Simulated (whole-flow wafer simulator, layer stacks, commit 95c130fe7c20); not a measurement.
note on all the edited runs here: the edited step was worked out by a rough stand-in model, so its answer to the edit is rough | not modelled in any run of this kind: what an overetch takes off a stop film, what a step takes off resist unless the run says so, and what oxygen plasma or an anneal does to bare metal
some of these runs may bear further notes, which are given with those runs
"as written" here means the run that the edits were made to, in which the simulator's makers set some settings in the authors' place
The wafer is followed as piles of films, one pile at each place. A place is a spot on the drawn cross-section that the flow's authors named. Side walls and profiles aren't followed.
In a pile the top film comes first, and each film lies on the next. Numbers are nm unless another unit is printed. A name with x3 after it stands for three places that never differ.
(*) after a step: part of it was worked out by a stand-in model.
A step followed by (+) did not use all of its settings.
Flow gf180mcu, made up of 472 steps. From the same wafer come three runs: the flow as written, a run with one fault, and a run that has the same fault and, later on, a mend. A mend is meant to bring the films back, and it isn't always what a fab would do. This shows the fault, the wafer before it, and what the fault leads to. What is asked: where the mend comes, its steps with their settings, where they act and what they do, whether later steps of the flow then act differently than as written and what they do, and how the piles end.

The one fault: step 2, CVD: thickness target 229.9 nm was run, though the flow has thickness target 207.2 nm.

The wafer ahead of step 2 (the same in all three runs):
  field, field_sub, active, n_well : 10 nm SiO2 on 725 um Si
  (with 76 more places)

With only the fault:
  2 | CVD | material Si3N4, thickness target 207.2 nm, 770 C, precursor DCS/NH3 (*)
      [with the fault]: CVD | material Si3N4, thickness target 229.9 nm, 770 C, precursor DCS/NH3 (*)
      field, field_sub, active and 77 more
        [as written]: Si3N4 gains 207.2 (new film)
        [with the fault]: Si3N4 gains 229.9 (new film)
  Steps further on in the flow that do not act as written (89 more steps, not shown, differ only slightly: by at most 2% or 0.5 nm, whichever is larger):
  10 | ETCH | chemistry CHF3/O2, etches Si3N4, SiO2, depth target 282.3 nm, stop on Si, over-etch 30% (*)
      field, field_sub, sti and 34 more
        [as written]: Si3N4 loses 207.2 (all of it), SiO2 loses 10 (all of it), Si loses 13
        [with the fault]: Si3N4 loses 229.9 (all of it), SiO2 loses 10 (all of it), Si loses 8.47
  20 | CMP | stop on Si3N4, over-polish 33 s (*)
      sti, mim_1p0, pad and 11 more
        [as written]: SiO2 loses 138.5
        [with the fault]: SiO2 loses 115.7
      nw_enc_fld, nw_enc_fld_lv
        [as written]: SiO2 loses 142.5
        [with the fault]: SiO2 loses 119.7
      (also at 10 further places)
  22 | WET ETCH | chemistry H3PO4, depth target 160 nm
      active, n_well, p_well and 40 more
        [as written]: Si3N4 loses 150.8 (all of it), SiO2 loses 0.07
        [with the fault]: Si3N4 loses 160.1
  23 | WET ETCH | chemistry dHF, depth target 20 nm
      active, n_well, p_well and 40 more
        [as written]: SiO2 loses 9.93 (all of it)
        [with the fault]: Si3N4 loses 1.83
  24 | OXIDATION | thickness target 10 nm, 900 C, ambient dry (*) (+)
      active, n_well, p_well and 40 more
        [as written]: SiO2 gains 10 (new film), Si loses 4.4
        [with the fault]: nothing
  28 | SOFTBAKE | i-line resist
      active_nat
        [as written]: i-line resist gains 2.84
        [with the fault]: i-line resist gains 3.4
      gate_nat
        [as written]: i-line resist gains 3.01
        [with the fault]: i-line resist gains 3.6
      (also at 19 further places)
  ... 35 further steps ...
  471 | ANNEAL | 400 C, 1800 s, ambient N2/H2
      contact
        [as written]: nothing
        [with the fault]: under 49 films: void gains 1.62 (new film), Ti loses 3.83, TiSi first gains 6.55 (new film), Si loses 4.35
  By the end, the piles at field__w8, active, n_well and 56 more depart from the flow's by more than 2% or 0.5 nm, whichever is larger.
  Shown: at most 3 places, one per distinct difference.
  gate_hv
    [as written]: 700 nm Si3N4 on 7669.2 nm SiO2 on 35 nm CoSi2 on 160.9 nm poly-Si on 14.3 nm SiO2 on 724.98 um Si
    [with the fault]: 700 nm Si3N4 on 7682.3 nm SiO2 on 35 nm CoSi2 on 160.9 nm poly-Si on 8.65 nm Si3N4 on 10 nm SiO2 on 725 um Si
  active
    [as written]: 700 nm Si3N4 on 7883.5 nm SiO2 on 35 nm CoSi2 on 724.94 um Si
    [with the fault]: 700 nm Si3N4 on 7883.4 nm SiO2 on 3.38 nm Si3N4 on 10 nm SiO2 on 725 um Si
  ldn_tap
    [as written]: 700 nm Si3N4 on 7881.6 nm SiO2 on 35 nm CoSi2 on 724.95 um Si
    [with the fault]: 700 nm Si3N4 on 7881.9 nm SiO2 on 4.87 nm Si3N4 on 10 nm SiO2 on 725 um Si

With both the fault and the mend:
  The mend follows step 2.
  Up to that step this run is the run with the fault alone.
  2a | WET ETCH | chemistry H3PO4, depth target 22.79 nm, 160 C
      field, field_sub, active and 77 more
        Si3N4 loses 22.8
  Later steps of the flow that are run all act as written at every place that is followed, up to a difference of at most 2% or 0.5 nm, whichever is larger.
  By the end, the piles equal the flow's at every place that both follow.
